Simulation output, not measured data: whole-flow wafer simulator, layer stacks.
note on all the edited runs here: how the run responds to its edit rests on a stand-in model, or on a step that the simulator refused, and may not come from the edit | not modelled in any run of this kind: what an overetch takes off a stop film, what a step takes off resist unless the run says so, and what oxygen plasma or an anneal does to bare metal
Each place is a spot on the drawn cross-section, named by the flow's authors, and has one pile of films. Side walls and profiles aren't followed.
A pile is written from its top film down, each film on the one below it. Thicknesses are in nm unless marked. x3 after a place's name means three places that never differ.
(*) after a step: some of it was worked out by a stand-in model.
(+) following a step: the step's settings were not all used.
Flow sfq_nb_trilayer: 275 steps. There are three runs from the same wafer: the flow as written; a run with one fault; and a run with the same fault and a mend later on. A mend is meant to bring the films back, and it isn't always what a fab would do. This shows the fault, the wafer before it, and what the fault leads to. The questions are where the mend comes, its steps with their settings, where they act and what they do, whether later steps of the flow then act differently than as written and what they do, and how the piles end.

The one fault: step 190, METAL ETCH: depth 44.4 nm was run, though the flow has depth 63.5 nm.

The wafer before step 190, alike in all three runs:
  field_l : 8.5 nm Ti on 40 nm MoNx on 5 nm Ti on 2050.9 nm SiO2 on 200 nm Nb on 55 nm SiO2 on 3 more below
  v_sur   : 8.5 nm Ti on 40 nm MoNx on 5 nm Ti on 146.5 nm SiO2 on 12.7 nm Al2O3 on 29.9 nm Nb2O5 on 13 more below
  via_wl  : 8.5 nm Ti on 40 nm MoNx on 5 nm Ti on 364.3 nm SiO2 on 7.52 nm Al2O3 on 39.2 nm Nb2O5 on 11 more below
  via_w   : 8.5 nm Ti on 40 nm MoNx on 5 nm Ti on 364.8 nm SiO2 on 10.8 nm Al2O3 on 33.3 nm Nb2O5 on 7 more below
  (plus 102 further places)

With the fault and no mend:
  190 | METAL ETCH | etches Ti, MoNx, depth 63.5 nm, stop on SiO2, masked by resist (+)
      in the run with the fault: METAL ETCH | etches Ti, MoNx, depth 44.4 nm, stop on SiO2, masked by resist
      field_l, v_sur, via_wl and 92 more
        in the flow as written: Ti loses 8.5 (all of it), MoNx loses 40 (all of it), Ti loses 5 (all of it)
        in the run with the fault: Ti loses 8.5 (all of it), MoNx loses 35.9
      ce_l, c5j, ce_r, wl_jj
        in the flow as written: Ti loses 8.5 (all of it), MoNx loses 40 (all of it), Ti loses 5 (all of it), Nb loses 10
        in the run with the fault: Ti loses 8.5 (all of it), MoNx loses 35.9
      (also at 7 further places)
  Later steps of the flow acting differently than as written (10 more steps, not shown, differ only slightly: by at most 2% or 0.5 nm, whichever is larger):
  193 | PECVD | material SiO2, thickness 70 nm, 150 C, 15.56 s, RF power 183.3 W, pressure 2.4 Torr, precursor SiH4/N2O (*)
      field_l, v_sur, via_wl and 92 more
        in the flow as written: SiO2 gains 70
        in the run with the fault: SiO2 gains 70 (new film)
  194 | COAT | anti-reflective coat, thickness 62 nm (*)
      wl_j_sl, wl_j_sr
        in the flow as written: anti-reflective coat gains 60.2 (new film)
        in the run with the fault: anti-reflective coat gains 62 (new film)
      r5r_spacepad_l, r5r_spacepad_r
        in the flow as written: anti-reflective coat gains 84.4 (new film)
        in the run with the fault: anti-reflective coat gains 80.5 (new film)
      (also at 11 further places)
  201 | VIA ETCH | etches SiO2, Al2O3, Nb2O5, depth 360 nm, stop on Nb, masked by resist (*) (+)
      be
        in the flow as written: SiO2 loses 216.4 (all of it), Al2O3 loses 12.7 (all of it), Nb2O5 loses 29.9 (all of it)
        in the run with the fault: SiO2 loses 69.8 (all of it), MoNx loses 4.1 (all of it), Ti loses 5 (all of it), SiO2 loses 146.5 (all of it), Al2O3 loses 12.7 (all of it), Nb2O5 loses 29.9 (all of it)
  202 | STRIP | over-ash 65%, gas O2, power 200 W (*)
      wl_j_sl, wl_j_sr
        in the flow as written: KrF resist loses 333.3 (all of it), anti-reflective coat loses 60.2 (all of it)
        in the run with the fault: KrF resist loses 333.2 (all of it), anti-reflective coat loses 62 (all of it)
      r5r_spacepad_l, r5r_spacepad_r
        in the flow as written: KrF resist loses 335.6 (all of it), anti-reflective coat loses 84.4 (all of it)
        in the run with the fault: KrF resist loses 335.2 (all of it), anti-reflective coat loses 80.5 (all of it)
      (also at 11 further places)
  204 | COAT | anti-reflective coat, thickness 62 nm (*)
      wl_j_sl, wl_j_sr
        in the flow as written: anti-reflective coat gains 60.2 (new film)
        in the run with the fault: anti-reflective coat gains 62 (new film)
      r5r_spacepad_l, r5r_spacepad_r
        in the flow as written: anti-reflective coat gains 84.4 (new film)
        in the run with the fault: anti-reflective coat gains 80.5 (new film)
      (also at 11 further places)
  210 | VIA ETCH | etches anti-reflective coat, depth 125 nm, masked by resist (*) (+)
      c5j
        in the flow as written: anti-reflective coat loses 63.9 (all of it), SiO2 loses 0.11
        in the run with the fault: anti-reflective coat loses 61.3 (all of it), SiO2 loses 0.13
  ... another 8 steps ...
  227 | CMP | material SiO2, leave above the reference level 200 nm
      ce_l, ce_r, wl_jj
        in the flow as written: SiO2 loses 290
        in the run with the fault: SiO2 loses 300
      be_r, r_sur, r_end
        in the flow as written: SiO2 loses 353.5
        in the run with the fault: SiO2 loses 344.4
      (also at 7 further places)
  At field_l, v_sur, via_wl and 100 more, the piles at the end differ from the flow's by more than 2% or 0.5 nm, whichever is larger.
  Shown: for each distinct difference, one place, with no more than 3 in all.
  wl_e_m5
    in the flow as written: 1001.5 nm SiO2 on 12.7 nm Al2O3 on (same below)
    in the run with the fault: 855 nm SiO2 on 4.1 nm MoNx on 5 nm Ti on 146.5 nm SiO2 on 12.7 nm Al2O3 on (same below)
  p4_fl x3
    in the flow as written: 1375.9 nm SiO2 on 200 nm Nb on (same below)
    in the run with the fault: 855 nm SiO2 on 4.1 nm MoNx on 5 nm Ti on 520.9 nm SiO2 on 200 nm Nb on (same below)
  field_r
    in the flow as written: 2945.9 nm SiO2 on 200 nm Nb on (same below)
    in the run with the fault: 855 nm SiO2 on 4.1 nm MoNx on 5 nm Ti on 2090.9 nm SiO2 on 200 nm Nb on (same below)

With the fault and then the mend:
  After step 191 comes the mend.
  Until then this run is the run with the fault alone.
  191a | COAT | anti-reflective coat, thickness 62 nm (*) (the flow's step 183, run once more)
      p4_fl x3, p4_w1 x9, p4_g1 x2 and 57 more
        anti-reflective coat gains 62 (new film)
      field_l, v_sur, via_wl, via_w, via_wr, via_sp, l0_sur, l0v
        anti-reflective coat gains 62.2 (new film)
      via_v, wire, be, lsp_m, ln_m6, lsp_r
        anti-reflective coat gains 62.3 (new film)
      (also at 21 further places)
  191b | COAT | KrF resist, thickness 600 nm (*) (the flow's step 184, run once more)
      p4_fl x3, p4_w1 x9, p4_g1 x2 and 57 more
        KrF resist gains 600 (new film)
      via_w, via_wr, via_sp, l0v
        KrF resist gains 600.6 (new film)
      field_l, v_sur, via_wl
        KrF resist gains 600.5 (new film)
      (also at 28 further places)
  191c | SOFTBAKE | KrF resist (the flow's step 185, run once more)
      leaves every film unchanged at each place that is followed
  191d | EXPOSE | photomask R5, dose 12.12 mJ/cm2, NA 0.6, wavelength 248 nm (*) (the flow's step 186, run once more)
      leaves every film unchanged at each place that is followed
  191e | PEB | KrF resist, 90 s (the flow's step 187, run once more)
      field_l, v_sur, via_wl and 75 more
        KrF resist loses 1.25
      via_v, wire, be and 15 more
        KrF resist loses 1.26
      c5j, ce_r, r5r_space_c
        KrF resist loses 1.27
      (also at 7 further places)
  191f | DEVELOP | KrF resist, thickness 600 nm, 60 s (the flow's step 188, run once more)
      p4_fl x3, p4_w1 x9, p4_g1 x2 and 57 more
        KrF resist loses 598.7 (all of it)
      be_r, r_sur, res, r_end, r5r_line_l, r5r_line_c, r5r_line_r
        KrF resist loses 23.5
      v_sur, via_wl, via_w, via_wr
        KrF resist loses 599.3 (all of it)
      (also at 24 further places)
  191g | METAL ETCH | etches anti-reflective coat, depth 125 nm, masked by resist (*) (+) (the flow's step 189, run once more)
      p4_fl x3, p4_w1 x9, p4_g1 x2 and 57 more
        anti-reflective coat loses 62 (all of it)
      field_l, v_sur, via_wl, via_w, via_wr, via_sp, l0_sur, l0v
        anti-reflective coat loses 62.2 (all of it)
      be_r, r_sur, res, r_end, r5r_line_l, r5r_line_c, r5r_line_r
        KrF resist loses 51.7
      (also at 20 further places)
  191h | METAL ETCH | etches Ti, MoNx, depth 19.1 nm, stop on SiO2, masked by resist (+) (the flow's step 190, run once more with other settings)
      field_l, v_sur, via_wl and 92 more
        MoNx loses 4.1 (all of it), Ti loses 5 (all of it)
      be_r, r_sur, res, r_end, r5r_line_l, r5r_line_c, r5r_line_r
        KrF resist loses 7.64
      ce_l, c5j, ce_r, wl_jj
        MoNx loses 4.1 (all of it), Ti loses 5 (all of it), Nb loses 10
  191i | STRIP | over-ash 65%, gas O2, power 200 W (*) (the flow's step 191, run once more)
      r5r_line_c, r5r_line_r
        KrF resist loses 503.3 (all of it), anti-reflective coat loses 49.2 (all of it)
      be_r
        KrF resist loses 497.5 (all of it), anti-reflective coat loses 54.5 (all of it)
      r_sur
        KrF resist loses 497.5 (all of it), anti-reflective coat loses 58 (all of it)
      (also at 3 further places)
  Later steps of the flow that are run all act as written at every place that is followed.
  By the end, the piles equal the flow's at every place that both follow.
